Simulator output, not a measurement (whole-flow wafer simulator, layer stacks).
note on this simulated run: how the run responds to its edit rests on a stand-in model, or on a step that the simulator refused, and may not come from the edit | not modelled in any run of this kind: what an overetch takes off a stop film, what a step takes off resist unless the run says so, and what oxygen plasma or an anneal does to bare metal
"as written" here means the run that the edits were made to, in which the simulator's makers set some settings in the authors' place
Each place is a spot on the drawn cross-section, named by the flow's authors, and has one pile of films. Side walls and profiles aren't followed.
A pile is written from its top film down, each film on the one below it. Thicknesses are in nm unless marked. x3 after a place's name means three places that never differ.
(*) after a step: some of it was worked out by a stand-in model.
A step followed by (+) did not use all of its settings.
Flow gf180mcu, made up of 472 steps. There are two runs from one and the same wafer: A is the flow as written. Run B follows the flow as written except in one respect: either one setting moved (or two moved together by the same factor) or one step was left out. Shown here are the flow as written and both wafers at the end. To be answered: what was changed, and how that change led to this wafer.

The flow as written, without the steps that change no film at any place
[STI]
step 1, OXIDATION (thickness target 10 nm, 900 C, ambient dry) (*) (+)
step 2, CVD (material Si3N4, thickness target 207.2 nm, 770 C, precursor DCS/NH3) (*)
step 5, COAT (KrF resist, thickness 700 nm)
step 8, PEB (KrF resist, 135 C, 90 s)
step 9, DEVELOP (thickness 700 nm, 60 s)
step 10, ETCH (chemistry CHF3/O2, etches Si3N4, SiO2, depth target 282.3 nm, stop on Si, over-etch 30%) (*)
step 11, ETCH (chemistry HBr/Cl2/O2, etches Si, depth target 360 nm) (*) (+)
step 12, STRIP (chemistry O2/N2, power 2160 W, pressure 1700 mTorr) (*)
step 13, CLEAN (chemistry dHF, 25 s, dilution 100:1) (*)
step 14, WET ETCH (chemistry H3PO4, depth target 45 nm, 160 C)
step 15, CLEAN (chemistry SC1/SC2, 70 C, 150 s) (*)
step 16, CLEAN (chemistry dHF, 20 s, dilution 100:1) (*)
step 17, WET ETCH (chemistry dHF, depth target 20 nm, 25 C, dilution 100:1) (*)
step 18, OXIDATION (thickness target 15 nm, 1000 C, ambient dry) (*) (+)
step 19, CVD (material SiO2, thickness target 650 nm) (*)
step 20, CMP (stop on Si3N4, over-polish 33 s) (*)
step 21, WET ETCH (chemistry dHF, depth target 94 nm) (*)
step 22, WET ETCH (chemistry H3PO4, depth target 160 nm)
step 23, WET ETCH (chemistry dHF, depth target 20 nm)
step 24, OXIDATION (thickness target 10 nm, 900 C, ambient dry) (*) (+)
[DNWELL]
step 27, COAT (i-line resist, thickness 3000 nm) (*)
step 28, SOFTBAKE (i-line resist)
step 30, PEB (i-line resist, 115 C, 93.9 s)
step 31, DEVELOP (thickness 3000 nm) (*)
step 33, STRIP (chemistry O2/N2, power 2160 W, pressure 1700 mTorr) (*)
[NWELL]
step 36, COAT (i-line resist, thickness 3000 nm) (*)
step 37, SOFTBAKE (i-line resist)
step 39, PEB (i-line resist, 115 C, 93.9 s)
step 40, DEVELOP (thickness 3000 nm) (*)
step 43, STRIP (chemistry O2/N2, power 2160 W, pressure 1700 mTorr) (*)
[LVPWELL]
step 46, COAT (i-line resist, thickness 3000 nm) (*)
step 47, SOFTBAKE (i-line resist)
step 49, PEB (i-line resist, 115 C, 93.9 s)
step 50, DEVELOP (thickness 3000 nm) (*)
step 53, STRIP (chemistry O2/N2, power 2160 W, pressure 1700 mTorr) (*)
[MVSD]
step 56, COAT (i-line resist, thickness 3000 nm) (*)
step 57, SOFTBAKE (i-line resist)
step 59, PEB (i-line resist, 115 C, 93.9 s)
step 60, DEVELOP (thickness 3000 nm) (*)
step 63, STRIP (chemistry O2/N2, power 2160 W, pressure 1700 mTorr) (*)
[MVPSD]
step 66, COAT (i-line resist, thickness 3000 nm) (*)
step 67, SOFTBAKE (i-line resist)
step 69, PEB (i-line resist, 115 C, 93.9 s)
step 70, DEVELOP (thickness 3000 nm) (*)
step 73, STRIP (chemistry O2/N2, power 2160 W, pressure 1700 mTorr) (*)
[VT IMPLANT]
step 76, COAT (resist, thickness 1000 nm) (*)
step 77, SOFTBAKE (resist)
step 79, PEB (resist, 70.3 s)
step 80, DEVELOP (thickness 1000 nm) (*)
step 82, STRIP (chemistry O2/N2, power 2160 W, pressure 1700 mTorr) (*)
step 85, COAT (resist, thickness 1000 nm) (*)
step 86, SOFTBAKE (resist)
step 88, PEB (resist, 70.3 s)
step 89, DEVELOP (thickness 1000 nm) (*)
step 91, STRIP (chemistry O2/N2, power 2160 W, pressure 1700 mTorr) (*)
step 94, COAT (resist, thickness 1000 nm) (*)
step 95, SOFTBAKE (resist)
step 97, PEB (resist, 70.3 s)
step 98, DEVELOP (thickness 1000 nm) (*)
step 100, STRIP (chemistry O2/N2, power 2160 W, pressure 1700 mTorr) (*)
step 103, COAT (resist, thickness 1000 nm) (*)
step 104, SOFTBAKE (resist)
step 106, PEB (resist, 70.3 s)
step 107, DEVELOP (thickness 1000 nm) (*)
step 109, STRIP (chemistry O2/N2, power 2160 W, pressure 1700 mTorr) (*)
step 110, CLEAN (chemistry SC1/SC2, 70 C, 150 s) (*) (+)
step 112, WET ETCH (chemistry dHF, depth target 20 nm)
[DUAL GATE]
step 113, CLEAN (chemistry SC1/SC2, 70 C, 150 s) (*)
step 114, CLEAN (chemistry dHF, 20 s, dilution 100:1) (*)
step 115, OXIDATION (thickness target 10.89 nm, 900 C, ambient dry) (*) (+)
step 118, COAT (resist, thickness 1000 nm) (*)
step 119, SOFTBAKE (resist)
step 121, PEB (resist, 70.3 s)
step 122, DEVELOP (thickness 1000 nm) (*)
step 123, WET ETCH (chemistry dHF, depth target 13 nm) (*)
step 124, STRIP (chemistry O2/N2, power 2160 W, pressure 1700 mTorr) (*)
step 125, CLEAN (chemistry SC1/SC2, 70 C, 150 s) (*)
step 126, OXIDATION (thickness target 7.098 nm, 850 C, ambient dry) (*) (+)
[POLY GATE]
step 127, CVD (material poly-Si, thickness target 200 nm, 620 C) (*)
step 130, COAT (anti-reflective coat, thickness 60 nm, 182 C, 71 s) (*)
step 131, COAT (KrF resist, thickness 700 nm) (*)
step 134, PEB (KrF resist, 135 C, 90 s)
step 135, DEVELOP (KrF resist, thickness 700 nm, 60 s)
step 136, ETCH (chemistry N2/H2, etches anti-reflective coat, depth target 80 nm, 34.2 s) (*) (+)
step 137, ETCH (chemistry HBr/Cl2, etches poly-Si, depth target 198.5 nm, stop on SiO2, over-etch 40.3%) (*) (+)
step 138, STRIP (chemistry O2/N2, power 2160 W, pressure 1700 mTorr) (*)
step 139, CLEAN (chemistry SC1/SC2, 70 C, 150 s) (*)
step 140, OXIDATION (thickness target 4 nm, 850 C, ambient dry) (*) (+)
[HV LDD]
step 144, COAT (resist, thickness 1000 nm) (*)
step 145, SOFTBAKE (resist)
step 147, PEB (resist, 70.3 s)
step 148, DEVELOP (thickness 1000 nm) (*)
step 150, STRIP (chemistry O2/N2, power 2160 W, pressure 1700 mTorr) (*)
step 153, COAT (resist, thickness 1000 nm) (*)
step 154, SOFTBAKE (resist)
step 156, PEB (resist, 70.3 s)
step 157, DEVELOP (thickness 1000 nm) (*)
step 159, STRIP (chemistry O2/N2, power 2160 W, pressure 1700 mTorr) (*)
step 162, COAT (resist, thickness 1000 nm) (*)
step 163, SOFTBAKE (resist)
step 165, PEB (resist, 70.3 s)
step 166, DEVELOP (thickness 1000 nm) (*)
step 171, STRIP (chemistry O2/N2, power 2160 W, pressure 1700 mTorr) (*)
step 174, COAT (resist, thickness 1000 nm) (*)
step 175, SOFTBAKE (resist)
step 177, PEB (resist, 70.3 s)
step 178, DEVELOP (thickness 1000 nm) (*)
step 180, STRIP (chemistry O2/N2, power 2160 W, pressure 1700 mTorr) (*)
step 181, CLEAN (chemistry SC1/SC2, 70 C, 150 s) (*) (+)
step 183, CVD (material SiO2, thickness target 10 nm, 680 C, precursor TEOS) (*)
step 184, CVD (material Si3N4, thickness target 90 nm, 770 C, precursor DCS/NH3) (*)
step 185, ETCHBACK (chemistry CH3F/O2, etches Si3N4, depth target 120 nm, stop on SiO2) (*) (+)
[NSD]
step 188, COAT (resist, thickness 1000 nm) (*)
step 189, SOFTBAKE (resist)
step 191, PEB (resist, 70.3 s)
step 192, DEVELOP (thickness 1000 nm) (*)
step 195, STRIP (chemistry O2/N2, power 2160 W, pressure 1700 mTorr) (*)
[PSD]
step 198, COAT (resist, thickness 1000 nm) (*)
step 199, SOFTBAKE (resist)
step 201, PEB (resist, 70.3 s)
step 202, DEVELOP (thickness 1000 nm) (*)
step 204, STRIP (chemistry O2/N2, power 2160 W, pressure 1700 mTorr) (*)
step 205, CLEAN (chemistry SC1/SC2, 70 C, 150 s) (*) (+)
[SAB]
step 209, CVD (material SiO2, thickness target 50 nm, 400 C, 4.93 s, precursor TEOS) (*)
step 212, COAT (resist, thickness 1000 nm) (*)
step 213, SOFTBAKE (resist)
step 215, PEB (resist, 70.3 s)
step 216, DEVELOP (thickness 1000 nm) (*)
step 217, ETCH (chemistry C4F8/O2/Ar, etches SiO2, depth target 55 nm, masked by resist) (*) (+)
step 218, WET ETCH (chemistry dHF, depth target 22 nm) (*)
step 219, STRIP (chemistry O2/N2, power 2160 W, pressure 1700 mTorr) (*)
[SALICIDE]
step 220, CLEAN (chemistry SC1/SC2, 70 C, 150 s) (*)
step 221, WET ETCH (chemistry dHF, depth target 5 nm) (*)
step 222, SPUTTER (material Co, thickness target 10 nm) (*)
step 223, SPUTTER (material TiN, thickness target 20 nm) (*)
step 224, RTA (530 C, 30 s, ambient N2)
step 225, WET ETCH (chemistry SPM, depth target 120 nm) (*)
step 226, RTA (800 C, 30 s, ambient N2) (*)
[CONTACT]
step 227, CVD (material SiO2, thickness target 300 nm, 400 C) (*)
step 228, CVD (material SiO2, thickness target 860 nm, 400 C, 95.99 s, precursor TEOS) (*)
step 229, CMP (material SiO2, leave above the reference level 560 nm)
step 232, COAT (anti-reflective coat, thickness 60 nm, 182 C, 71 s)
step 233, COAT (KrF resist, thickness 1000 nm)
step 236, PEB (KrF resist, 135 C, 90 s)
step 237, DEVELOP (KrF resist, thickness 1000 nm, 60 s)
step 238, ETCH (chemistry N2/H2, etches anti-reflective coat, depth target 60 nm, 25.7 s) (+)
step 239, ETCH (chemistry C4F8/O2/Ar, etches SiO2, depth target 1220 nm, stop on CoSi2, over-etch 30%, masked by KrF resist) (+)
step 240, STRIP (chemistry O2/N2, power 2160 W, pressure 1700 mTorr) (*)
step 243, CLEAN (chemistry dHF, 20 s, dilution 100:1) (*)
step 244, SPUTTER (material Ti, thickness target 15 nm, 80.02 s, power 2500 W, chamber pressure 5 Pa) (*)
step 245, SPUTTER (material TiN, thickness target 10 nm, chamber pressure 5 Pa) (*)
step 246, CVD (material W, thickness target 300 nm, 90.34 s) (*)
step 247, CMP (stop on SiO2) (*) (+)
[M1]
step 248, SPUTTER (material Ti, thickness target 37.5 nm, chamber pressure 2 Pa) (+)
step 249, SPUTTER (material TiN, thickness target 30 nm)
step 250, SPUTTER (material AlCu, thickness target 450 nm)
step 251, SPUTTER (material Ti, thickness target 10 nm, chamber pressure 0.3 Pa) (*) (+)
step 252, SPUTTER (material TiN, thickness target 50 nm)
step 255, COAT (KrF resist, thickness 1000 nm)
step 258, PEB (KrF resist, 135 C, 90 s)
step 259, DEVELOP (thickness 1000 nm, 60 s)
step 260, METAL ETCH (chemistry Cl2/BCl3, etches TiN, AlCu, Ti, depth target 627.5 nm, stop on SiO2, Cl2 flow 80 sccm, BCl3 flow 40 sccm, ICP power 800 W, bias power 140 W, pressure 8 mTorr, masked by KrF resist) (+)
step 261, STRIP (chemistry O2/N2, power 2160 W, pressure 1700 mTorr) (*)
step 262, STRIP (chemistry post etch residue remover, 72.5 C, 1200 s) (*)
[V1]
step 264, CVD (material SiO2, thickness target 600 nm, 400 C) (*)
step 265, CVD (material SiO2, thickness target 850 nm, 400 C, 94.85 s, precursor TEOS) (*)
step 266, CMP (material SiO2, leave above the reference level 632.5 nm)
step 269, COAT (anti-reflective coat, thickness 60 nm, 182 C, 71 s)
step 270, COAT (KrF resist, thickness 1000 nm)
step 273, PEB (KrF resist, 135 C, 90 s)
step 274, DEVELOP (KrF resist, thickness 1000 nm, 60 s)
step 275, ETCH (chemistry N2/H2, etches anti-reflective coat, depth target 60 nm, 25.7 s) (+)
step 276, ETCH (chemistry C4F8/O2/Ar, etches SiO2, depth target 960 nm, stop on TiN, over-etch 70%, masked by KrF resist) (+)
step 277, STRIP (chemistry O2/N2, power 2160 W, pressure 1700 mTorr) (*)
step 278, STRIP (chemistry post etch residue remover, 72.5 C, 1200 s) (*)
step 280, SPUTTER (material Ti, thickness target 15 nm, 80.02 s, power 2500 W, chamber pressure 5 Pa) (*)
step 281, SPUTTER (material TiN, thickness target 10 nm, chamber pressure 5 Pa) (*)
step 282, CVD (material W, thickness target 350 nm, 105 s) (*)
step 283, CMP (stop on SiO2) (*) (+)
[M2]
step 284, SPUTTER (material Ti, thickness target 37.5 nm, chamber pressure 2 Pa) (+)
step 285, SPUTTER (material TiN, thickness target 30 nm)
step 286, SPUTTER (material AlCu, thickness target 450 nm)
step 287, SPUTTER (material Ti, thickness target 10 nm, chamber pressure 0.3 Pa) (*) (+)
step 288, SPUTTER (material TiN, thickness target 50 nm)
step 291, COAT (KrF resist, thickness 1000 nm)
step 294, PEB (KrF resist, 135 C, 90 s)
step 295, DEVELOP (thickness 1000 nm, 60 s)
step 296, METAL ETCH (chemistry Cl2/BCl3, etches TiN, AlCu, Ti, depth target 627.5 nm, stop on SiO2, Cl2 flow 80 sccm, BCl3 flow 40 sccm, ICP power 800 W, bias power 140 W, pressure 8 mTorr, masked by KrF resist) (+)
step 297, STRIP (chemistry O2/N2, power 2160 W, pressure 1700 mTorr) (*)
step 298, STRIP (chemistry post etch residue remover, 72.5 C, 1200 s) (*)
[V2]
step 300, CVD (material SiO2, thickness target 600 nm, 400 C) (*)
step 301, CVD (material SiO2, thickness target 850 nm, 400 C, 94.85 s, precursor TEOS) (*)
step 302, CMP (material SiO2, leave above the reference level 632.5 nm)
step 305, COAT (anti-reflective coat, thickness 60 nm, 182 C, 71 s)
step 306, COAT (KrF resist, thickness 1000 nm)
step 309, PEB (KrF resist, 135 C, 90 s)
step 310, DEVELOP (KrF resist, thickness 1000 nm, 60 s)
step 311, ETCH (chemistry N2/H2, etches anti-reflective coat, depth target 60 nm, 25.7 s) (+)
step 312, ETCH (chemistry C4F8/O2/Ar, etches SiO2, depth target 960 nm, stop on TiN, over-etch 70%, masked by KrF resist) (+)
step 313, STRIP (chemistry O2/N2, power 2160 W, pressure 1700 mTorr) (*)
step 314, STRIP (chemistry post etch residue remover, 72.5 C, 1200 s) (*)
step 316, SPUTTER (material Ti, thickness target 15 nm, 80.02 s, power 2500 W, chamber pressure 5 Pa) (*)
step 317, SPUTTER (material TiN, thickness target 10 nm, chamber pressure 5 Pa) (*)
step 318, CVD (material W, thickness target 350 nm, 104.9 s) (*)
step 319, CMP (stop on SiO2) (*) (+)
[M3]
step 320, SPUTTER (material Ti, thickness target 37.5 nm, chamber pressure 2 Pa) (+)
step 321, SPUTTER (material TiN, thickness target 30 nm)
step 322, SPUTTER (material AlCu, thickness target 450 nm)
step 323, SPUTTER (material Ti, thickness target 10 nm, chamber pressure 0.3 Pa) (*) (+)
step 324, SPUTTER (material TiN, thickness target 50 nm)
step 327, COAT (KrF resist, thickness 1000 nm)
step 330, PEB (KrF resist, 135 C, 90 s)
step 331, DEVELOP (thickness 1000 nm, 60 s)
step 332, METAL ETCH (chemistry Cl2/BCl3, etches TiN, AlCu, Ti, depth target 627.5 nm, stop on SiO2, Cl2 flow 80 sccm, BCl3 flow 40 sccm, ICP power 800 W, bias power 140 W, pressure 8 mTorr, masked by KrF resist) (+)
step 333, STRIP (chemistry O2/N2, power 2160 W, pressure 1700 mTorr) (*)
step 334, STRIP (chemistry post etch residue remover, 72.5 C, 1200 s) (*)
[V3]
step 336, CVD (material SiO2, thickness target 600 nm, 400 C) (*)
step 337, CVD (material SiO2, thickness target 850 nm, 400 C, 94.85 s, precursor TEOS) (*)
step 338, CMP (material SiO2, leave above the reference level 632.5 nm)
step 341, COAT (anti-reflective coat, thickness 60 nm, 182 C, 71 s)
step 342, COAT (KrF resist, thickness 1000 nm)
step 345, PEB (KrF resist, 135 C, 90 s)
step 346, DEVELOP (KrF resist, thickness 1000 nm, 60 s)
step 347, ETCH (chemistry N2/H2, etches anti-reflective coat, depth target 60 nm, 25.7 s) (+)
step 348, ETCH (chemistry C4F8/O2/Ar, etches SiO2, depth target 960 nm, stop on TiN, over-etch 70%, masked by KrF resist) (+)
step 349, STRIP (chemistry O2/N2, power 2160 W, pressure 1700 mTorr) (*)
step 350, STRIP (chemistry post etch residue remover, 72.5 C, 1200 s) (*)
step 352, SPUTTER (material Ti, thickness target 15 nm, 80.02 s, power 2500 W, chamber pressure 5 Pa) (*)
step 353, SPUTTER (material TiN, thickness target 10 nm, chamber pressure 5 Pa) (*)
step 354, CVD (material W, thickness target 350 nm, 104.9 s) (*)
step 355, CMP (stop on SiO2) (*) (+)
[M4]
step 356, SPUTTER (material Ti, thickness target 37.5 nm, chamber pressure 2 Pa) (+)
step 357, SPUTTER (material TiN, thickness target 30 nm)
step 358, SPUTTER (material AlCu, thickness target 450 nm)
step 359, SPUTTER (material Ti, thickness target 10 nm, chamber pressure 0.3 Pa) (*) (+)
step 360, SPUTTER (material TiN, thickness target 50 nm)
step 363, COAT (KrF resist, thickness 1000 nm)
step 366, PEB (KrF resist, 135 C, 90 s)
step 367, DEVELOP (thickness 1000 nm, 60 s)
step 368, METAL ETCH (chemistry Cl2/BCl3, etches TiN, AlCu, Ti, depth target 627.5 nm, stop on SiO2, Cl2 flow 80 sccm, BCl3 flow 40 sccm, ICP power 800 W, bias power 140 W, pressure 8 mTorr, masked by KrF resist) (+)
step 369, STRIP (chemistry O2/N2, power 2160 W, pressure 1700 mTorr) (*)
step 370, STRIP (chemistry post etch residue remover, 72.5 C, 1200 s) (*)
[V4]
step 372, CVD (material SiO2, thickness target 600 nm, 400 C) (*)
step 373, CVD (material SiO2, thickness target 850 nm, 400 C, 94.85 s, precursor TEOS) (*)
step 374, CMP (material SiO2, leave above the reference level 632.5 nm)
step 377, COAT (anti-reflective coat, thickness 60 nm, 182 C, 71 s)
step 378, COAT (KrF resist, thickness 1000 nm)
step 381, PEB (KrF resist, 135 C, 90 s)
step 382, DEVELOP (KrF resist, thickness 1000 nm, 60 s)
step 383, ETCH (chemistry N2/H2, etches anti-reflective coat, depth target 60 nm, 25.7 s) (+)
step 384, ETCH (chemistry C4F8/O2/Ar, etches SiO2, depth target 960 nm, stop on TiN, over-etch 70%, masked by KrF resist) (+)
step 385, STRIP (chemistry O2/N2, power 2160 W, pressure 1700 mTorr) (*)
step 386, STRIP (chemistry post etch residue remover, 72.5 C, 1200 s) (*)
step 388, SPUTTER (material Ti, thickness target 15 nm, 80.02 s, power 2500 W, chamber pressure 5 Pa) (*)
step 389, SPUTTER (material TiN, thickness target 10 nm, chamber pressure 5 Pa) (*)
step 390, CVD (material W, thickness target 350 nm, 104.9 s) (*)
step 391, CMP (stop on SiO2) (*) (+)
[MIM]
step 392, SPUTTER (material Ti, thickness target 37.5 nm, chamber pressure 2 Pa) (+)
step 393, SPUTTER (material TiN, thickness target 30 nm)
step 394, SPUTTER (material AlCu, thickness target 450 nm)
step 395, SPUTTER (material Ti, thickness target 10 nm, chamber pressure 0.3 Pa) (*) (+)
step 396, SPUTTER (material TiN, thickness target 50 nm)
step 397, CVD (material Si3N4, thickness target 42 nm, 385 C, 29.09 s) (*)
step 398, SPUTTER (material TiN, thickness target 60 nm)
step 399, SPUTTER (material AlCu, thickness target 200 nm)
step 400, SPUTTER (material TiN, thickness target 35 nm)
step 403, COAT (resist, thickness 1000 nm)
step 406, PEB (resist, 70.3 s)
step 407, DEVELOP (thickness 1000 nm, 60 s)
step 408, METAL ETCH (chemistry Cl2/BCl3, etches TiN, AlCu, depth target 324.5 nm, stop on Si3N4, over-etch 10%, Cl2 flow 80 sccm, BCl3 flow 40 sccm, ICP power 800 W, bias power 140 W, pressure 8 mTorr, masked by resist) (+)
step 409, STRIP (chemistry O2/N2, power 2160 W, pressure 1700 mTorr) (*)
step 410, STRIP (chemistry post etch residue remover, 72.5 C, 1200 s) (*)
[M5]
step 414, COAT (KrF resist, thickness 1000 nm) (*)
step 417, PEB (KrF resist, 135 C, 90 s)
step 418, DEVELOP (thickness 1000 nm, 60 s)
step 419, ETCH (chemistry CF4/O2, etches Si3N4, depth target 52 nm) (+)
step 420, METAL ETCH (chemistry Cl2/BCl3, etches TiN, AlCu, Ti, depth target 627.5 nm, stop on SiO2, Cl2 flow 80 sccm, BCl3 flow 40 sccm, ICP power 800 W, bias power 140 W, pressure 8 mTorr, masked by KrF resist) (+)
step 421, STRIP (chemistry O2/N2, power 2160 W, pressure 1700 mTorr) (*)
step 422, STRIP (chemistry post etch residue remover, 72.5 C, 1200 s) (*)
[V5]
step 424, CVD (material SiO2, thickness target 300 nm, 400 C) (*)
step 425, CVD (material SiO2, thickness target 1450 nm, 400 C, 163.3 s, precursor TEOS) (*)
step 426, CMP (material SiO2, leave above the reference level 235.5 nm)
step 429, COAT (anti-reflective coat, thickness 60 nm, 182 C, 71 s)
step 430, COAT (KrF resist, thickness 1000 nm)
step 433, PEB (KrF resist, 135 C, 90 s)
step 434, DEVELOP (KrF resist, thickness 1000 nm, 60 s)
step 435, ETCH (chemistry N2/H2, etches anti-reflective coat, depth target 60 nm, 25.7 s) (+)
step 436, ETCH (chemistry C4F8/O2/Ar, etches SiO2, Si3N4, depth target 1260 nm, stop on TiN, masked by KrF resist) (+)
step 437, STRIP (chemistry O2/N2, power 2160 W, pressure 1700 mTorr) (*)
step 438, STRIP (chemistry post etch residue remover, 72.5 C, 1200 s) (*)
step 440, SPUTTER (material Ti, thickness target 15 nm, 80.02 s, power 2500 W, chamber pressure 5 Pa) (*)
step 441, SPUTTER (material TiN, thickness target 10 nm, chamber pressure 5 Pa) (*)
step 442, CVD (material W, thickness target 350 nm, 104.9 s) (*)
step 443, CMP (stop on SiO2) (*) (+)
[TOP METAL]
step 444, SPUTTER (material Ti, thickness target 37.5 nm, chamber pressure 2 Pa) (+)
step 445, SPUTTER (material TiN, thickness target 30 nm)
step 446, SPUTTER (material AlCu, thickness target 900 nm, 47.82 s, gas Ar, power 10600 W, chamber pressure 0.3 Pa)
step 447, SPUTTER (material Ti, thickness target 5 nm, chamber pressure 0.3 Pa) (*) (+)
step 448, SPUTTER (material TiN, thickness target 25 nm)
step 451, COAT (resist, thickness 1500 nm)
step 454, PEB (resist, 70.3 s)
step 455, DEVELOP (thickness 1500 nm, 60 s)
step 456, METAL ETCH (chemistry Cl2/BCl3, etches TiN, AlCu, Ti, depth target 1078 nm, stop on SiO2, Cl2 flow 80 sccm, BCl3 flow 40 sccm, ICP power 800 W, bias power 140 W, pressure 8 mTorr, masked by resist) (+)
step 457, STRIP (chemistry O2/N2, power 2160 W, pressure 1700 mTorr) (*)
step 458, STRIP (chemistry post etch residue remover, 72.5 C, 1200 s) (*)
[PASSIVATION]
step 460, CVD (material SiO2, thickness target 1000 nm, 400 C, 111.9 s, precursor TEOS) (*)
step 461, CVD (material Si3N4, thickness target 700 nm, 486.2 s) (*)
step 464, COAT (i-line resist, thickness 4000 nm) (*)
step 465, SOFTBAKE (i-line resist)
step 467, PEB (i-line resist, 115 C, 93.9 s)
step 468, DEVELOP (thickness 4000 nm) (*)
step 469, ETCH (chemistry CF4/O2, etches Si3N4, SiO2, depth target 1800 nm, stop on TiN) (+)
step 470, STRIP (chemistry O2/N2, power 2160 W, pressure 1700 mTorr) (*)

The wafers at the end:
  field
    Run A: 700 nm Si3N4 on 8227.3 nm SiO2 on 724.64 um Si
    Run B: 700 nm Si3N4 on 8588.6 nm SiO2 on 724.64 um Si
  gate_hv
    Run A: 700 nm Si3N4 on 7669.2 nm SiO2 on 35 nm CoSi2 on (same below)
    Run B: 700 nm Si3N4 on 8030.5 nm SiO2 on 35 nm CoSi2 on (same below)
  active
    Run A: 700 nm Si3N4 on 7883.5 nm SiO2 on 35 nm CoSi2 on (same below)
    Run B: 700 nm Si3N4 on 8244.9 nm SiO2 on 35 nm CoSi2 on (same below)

Cause: step 302, CMP: leave above the reference level 996.2 nm was run, though the flow has leave above the reference level 632.5 nm.

How this came from the change, step by step:
  step 302, CMP (material SiO2, leave above the reference level 632.5 nm)
      field, field__w1, field__w2 and 103 more: A SiO2 loses 300 | B nothing
      field__w8, contact, m1, m1__w1, m1_nw: A SiO2 loses 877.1 | B SiO2 loses 513.4
  step 305, COAT (anti-reflective coat, thickness 60 nm, 182 C, 71 s)
      field: A anti-reflective coat gains 60 (new film) | B anti-reflective coat gains 85.5 (new film)
      field__w8: A anti-reflective coat gains 60 (new film) | B anti-reflective coat gains 26.4 (new film)
      (as well as at 13 more places)
  step 306, COAT (KrF resist, thickness 1000 nm)
      contact: A KrF resist gains 1000 (new film) | B KrF resist gains 976.4 (new film)
      m1: A KrF resist gains 1000 (new film) | B KrF resist gains 973.6 (new film)
      (as well as at 4 more places)
  step 310, DEVELOP (KrF resist, thickness 1000 nm, 60 s)
      contact: A KrF resist loses 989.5 (all of it) | B KrF resist loses 966.1 (all of it)
  step 311, ETCH (chemistry N2/H2, etches anti-reflective coat, depth target 60 nm, 25.7 s) (+)
      contact: A anti-reflective coat loses 60 (all of it), SiO2 loses 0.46 | B anti-reflective coat loses 30.3 (all of it), SiO2 loses 1.22
  step 312, ETCH (chemistry C4F8/O2/Ar, etches SiO2, depth target 960 nm, stop on TiN, over-etch 70%, masked by KrF resist) (+)
      contact: A SiO2 loses 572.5 (all of it) | B SiO2 loses 935.4 (all of it)
  step 313, STRIP (chemistry O2/N2, power 2160 W, pressure 1700 mTorr) (*)
      field: A KrF resist loses 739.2 (all of it), anti-reflective coat loses 60 (all of it) | B KrF resist loses 727.4 (all of it), anti-reflective coat loses 85.5 (all of it)
      field__w8: A KrF resist loses 739.2 (all of it), anti-reflective coat loses 60 (all of it) | B KrF resist loses 732.1 (all of it), anti-reflective coat loses 26.4 (all of it)
      (as well as at 14 more places)
  step 316, SPUTTER (material Ti, thickness target 15 nm, 80.02 s, power 2500 W, chamber pressure 5 Pa) (*)
      contact: A Ti gains 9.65 (new film) | B Ti gains 8.11 (new film)
  step 317, SPUTTER (material TiN, thickness target 10 nm, chamber pressure 5 Pa) (*)
      contact: A TiN gains 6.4 (new film) | B TiN gains 5.38 (new film)
  step 318, CVD (material W, thickness target 350 nm, 104.9 s) (*)
      contact: A W gains 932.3 (new film) | B W gains 1234.8 (new film)
  step 319, CMP (stop on SiO2) (*) (+)
      m1, m1__w1, m1_nw: A W loses 350 (all of it), TiN loses 10 (all of it), Ti loses 15 (all of it), SiO2 loses 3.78 | B W loses 350 (all of it), TiN loses 10 (all of it), Ti loses 15 (all of it), SiO2 loses 6.15
      field__w8: A W loses 350 (all of it), TiN loses 10 (all of it), Ti loses 15 (all of it), SiO2 loses 3.78 | B W loses 350 (all of it), TiN loses 10 (all of it), Ti loses 15 (all of it), SiO2 loses 6.16
  step 327, COAT (KrF resist, thickness 1000 nm)
      field__w8: A KrF resist gains 1000 (new film) | B KrF resist gains 950.4 (new film)
      m1: A KrF resist gains 1000 (new film) | B KrF resist gains 949.3 (new film)
      (as well as at 2 more places)
  step 330, PEB (KrF resist, 135 C, 90 s)
      m1: A KrF resist loses 10.5 | B KrF resist loses 9.74
  step 333, STRIP (chemistry O2/N2, power 2160 W, pressure 1700 mTorr) (*)
      field__w8: A KrF resist loses 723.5 (all of it) | B KrF resist loses 674.5 (all of it)
      m1: A KrF resist loses 723.5 (all of it) | B KrF resist loses 673.6 (all of it)
      (as well as at 2 more places)
  step 338, CMP (material SiO2, leave above the reference level 632.5 nm)
      field, field__w1, field__w2 and 103 more: A SiO2 loses 300 | B SiO2 loses 238.6
      contact: A SiO2 loses 877.1 | B SiO2 loses 815.7
  step 348, ETCH (chemistry C4F8/O2/Ar, etches SiO2, depth target 960 nm, stop on TiN, over-etch 70%, masked by KrF resist) (+)
      contact: A SiO2 loses 572.5 (all of it) | B SiO2 loses 633.8 (all of it)
  step 354, CVD (material W, thickness target 350 nm, 104.9 s) (*)
      contact: A W gains 932.3 (new film) | B W gains 994 (new film)
